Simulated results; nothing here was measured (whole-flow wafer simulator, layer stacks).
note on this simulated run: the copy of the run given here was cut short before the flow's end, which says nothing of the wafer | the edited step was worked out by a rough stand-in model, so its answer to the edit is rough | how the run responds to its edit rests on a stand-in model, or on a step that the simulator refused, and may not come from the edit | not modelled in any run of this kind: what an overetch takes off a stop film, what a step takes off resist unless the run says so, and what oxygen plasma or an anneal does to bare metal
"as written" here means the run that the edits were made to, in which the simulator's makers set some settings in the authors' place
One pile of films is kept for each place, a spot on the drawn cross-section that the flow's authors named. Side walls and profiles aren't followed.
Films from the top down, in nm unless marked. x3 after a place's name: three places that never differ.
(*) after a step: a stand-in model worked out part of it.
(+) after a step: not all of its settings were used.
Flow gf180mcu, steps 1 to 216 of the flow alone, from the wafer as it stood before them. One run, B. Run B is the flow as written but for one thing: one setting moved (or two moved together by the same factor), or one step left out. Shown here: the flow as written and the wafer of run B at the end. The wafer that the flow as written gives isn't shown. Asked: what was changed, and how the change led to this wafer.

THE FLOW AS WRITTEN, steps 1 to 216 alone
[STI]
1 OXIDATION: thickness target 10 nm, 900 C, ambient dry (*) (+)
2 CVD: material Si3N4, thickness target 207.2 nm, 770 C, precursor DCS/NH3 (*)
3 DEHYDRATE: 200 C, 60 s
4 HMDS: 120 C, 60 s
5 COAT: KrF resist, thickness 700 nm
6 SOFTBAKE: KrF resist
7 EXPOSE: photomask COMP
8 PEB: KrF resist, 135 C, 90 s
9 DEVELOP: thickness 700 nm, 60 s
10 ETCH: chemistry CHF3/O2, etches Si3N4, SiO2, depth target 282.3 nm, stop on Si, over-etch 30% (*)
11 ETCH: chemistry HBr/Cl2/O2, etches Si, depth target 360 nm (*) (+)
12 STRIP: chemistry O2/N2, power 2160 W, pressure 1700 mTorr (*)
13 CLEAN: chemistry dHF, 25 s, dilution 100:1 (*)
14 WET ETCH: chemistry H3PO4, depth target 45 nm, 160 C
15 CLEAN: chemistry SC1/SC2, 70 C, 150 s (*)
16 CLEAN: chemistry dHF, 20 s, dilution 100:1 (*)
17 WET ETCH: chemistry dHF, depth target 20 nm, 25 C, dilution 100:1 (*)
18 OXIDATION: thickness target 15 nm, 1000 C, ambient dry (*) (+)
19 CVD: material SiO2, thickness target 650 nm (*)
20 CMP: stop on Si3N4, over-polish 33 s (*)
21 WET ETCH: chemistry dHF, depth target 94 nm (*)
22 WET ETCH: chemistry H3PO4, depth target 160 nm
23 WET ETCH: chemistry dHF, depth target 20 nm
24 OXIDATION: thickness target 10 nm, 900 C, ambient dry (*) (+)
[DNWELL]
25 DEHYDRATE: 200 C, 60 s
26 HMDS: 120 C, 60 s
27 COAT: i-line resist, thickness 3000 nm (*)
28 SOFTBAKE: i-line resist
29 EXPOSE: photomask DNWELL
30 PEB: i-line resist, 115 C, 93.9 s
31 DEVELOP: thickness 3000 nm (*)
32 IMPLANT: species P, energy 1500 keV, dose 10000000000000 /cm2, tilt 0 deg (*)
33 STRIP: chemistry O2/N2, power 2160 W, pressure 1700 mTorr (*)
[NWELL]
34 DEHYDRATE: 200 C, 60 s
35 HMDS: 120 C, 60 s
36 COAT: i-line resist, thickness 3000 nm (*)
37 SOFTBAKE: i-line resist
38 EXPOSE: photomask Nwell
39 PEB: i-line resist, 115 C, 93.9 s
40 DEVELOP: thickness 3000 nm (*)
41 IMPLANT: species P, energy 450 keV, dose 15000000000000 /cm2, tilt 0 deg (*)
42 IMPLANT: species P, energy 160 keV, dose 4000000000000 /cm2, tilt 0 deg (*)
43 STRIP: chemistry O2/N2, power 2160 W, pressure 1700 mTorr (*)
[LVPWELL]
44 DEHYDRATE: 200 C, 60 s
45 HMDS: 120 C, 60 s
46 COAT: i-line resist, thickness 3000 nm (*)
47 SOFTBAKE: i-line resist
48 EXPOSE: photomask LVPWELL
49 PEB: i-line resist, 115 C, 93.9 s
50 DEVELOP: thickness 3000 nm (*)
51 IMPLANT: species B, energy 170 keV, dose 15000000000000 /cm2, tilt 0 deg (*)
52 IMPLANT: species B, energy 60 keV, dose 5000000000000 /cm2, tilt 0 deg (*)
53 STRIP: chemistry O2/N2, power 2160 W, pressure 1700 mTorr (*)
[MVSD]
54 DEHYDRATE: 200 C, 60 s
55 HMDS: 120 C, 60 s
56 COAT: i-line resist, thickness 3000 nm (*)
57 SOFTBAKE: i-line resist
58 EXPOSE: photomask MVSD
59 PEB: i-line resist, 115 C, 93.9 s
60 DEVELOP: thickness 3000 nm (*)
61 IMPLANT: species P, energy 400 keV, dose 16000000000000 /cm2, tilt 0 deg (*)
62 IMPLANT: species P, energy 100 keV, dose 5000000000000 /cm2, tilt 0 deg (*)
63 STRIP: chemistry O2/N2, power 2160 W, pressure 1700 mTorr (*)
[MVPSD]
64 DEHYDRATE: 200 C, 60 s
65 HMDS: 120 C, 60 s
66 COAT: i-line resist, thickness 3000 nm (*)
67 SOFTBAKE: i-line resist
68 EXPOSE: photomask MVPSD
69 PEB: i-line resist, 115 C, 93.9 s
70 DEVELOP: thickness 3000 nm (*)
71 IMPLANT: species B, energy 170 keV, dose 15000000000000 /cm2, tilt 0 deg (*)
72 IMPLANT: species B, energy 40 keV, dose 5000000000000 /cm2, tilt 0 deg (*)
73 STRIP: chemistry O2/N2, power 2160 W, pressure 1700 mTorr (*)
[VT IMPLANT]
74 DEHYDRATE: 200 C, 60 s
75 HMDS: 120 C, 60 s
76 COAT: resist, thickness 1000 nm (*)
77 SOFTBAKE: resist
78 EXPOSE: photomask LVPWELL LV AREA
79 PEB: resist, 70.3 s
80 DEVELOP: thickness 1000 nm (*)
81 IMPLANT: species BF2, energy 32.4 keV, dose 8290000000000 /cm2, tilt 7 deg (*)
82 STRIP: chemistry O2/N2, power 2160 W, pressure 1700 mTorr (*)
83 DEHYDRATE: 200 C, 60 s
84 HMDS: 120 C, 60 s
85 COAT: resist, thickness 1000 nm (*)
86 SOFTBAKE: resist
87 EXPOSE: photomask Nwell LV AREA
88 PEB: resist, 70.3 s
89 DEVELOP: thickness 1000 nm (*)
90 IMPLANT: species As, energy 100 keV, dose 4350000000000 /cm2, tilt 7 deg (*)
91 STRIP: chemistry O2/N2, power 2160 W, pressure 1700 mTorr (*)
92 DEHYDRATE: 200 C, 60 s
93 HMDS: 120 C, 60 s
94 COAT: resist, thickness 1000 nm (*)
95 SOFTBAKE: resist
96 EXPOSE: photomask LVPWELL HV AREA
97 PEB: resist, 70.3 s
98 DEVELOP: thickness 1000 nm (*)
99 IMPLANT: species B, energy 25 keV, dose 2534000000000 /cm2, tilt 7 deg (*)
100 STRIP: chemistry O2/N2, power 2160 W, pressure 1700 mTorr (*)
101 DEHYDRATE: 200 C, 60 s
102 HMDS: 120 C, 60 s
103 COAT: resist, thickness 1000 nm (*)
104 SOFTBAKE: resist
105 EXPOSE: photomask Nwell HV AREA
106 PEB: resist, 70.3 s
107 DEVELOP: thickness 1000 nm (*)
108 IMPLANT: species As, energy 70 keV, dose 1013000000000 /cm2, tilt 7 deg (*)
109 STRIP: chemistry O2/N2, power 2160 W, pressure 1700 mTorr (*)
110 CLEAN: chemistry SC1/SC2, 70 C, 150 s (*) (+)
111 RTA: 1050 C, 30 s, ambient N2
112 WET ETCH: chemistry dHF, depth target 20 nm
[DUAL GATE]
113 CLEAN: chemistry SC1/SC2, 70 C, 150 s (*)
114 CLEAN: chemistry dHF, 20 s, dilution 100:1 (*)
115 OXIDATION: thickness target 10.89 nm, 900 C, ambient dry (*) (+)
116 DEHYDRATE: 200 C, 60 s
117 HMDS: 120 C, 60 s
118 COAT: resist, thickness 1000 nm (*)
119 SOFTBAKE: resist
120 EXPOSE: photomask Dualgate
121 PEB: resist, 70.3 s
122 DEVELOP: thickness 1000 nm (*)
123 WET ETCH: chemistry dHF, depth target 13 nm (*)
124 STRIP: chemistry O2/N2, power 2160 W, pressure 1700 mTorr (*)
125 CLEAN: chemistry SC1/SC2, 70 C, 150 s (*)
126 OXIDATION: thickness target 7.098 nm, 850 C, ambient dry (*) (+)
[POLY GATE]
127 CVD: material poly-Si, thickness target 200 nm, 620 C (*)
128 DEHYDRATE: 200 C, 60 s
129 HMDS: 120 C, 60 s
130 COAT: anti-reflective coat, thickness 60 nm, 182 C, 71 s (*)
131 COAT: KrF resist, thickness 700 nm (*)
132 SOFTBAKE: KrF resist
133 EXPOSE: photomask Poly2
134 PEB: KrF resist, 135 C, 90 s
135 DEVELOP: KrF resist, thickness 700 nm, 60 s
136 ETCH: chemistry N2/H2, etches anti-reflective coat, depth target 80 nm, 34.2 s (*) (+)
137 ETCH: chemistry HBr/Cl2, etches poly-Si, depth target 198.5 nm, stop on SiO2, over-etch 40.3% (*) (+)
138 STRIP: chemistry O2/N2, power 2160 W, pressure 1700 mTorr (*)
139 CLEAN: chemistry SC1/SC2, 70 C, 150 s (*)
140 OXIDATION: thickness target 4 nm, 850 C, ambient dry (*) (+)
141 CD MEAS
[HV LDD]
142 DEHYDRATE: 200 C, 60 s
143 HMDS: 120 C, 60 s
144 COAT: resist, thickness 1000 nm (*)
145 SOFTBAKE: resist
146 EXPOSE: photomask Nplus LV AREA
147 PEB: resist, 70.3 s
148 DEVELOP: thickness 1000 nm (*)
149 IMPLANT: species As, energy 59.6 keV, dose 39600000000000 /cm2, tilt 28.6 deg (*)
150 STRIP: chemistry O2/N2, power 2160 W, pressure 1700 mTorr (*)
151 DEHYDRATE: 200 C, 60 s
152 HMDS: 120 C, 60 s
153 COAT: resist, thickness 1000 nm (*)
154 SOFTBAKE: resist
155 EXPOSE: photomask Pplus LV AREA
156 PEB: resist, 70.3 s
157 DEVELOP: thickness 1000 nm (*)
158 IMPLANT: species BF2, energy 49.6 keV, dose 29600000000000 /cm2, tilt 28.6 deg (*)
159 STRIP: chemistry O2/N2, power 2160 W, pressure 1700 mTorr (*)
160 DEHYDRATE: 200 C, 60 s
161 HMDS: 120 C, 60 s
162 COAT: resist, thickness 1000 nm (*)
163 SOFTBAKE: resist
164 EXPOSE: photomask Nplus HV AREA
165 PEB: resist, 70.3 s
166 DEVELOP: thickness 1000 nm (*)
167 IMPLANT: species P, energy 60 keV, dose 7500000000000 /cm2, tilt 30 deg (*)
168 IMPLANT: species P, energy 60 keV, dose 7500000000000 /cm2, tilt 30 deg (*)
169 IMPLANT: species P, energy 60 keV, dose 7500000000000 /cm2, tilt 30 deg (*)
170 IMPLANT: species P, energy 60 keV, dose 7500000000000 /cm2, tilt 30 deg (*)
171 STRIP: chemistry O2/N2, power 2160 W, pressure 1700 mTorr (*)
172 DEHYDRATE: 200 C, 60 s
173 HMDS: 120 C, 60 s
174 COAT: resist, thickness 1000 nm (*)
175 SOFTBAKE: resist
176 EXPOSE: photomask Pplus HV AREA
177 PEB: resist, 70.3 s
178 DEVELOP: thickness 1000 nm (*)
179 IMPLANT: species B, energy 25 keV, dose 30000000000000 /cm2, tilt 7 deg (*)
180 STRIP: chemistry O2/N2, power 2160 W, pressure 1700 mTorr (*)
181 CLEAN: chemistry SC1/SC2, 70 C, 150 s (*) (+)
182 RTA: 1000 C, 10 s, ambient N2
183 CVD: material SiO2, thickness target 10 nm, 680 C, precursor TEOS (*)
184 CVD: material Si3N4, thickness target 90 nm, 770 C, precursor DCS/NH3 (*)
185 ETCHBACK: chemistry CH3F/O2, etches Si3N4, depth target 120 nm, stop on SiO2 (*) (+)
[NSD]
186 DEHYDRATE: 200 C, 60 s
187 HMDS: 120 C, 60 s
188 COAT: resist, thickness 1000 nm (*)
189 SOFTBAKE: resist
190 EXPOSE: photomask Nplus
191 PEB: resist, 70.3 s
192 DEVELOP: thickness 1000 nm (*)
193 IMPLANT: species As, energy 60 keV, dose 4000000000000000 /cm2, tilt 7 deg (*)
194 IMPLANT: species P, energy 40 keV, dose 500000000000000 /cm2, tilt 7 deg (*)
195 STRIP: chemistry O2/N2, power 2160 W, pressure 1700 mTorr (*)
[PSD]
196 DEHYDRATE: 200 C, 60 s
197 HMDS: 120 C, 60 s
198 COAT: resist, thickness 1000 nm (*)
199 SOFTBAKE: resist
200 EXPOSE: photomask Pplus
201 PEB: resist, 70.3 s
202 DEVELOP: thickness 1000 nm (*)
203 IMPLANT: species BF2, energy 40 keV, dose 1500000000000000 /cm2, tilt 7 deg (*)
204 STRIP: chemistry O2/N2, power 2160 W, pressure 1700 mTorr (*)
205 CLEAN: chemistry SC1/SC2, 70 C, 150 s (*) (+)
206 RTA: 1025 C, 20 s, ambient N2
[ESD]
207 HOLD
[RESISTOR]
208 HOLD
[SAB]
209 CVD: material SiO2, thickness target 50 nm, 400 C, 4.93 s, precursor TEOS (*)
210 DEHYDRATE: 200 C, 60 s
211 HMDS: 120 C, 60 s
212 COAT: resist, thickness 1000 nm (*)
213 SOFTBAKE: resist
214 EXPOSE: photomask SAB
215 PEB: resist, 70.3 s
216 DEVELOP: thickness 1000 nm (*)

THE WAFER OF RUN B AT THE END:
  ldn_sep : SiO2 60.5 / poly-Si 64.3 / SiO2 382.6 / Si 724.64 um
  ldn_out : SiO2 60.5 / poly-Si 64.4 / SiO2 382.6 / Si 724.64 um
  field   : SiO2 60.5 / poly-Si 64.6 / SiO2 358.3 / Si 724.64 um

The cause: step 137, ETCH: depth target 94.3 nm was run, where the flow has depth target 198.5 nm.

How the change led to this, step by step:
  137 ETCH: chemistry HBr/Cl2, etches poly-Si, depth target 198.5 nm, stop on SiO2, over-etch 40.3% (*) (+)
      field__w3, field__w12, field_sub and 14 more: poly-Si -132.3 (as written it would be: poly-Si -199 (all of it), SiO2 -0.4)
      field__w6, sti, m1 and 11 more: poly-Si -132.3 (as written it would be: poly-Si -198.8 (all of it), SiO2 -0.4)
      (and at 61 more places)
  138 STRIP: chemistry O2/N2, power 2160 W, pressure 1700 mTorr (*)
      field, field__w1, field__w2 and 61 more: chemical SiO2 +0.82 (new film), poly-Si -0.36 (as written it would be: nothing)
      gate: chemical SiO2 +0.67 (new film), KrF resist -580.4 (all of it), anti-reflective coat -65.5 (all of it), poly-Si -0.3 (as written it would be: chemical SiO2 +0.68 (new film), KrF resist -531.7 (all of it), anti-reflective coat -65.5 (all of it), poly-Si -0.3)
      (and at 27 more places)
  139 CLEAN: chemistry SC1/SC2, 70 C, 150 s (*)
      field, field__w1, field__w2 and 34 more: chemical SiO2 -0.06, poly-Si -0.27 (as written it would be: SiO2 -0.68)
  140 OXIDATION: thickness target 4 nm, 850 C, ambient dry (*) (+)
      field, field__w1, field__w2 and 21 more: SiO2 +4 (new film), chemical SiO2 -0.76 (all of it), poly-Si -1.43 (as written it would be: SiO2 +0.15, Si -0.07)
      active_hv, active_nat, ld_sd_n and 11 more: SiO2 +4 (new film), chemical SiO2 -0.76 (all of it), poly-Si -1.43 (as written it would be: SiO2 +0.96, Si -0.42)
      (and at 26 more places)
  144 COAT: resist, thickness 1000 nm (*)
      gate: resist +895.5 (new film) (as written it would be: resist +837.3 (new film))
      gate_hv: resist +897.9 (new film) (as written it would be: resist +845.4 (new film))
      (and at 27 more places)
  145 SOFTBAKE: resist
      nw_enc_fld_lv__w3: resist -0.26 (as written it would be: resist +2.63)
      field__w1: resist +2.5 (as written it would be: resist +4.19)
      (and at 67 more places)
  147 PEB: resist, 70.3 s
      ld_gate_n, ld_acc_n, ld_gate_p, ld_acc_p: resist -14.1 (as written it would be: resist -13.2)
      polyc_n, polyc_n_rim, polyc_p, polyc_p_rim: resist -13.4 (as written it would be: resist -12.2)
      (and at 23 more places)
  148 DEVELOP: thickness 1000 nm (*)
      gate: resist -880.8 (all of it) (as written it would be: resist -822.7 (all of it))
      npoly_u: resist -877.6 (all of it) (as written it would be: resist -821.5 (all of it))
      (and at 3 more places)
  150 STRIP: chemistry O2/N2, power 2160 W, pressure 1700 mTorr (*)
      gate_hv: resist -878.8 (all of it) (as written it would be: resist -824.2 (all of it))
      gate_p: resist -884.8 (all of it) (as written it would be: resist -828.7 (all of it))
      (and at 22 more places)
  153 COAT: resist, thickness 1000 nm (*)
      gate: resist +895.5 (new film) (as written it would be: resist +837.3 (new film))
      gate_hv: resist +897.9 (new film) (as written it would be: resist +845.4 (new film))
      (and at 27 more places)
  154 SOFTBAKE: resist
      nw_enc_fld_lv__w3: resist -0.26 (as written it would be: resist +2.63)
      field__w1: resist +2.5 (as written it would be: resist +4.19)
      (and at 67 more places)
  156 PEB: resist, 70.3 s
      ld_gate_n, ld_acc_n, ld_gate_p, ld_acc_p: resist -14.1 (as written it would be: resist -13.2)
      polyc_n, polyc_n_rim, polyc_p, polyc_p_rim: resist -13.4 (as written it would be: resist -12.2)
      (and at 23 more places)
  157 DEVELOP: thickness 1000 nm (*)
      gate_p: resist -884.8 (all of it) (as written it would be: resist -828.7 (all of it))
      ppoly_u: resist -881.1 (all of it) (as written it would be: resist -827 (all of it))
      (and at 3 more places)
  159 STRIP: chemistry O2/N2, power 2160 W, pressure 1700 mTorr (*)
      gate: resist -880.8 (all of it) (as written it would be: resist -822.7 (all of it))
      gate_hv: resist -878.8 (all of it) (as written it would be: resist -824.2 (all of it))
      (and at 22 more places)
  162 COAT: resist, thickness 1000 nm (*)
      gate: resist +895.5 (new film) (as written it would be: resist +837.3 (new film))
      gate_hv: resist +897.9 (new film) (as written it would be: resist +845.4 (new film))
      (and at 27 more places)
  163 SOFTBAKE: resist
      nw_enc_fld_lv__w3: resist -0.26 (as written it would be: resist +2.63)
      field__w1: resist +2.5 (as written it would be: resist +4.19)
      (and at 67 more places)
  ... 22 more steps ...
  216 DEVELOP: thickness 1000 nm (*)
      field__w3, field__w12: resist -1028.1 (all of it) (as written it would be: resist -1049.4 (all of it))
      field__w2: resist -1013.8 (all of it) (as written it would be: resist -1035.2 (all of it))
      (and at 39 more places)
